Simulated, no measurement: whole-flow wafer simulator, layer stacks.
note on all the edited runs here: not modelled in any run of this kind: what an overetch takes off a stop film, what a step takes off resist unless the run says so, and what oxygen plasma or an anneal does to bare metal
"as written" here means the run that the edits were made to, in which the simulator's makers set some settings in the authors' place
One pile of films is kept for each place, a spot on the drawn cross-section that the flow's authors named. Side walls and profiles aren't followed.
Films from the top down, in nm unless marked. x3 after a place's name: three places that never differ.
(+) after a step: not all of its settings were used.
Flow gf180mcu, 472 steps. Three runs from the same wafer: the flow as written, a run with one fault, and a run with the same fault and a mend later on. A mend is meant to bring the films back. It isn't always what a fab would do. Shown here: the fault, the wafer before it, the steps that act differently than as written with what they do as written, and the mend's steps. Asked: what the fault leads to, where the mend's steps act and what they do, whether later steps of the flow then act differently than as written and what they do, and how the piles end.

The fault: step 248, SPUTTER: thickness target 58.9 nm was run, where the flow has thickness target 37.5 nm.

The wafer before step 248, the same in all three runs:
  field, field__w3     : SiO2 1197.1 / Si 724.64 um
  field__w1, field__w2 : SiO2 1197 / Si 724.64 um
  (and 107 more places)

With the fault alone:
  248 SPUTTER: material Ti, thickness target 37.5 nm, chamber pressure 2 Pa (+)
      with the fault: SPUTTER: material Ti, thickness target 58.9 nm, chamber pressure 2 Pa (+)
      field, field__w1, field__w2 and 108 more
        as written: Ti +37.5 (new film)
        with the fault: Ti +58.9 (new film)
  Later steps of the flow that act differently than as written:
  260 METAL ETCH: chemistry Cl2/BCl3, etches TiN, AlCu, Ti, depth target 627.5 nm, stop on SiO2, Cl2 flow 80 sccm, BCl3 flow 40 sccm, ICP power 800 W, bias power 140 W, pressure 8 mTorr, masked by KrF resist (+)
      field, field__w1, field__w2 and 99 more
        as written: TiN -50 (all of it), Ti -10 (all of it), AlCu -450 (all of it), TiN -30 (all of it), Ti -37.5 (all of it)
        with the fault: TiN -50 (all of it), Ti -10 (all of it), AlCu -450 (all of it), TiN -30 (all of it), Ti -58.9 (all of it)
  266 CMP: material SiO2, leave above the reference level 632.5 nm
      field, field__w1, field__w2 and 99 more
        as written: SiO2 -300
        with the fault: SiO2 -278.6
  At the end the piles differ from the flow's by more than 2% or 0.5 nm, whichever is larger, at field__w8, contact, m1 and 6 more.
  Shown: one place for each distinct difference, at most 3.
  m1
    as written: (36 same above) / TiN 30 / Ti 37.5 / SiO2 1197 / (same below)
    with the fault: (36 same above) / TiN 30 / Ti 58.9 / SiO2 1197 / (same below)
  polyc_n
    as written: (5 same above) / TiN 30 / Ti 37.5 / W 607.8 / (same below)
    with the fault: (5 same above) / TiN 30 / Ti 58.9 / W 607.8 / (same below)
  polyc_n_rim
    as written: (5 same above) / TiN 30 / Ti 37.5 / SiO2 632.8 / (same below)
    with the fault: (5 same above) / TiN 30 / Ti 58.9 / SiO2 632.8 / (same below)

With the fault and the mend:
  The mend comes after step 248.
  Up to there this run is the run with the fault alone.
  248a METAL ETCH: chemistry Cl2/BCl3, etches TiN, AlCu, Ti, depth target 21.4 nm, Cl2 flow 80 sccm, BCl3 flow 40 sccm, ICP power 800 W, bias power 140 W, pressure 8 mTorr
      field, field__w1, field__w2 and 108 more
        Ti -21.4
  No later step of the flow acts differently than as written at any place that is followed.
  At the end the piles are the same as the flow's at every place that both follow.
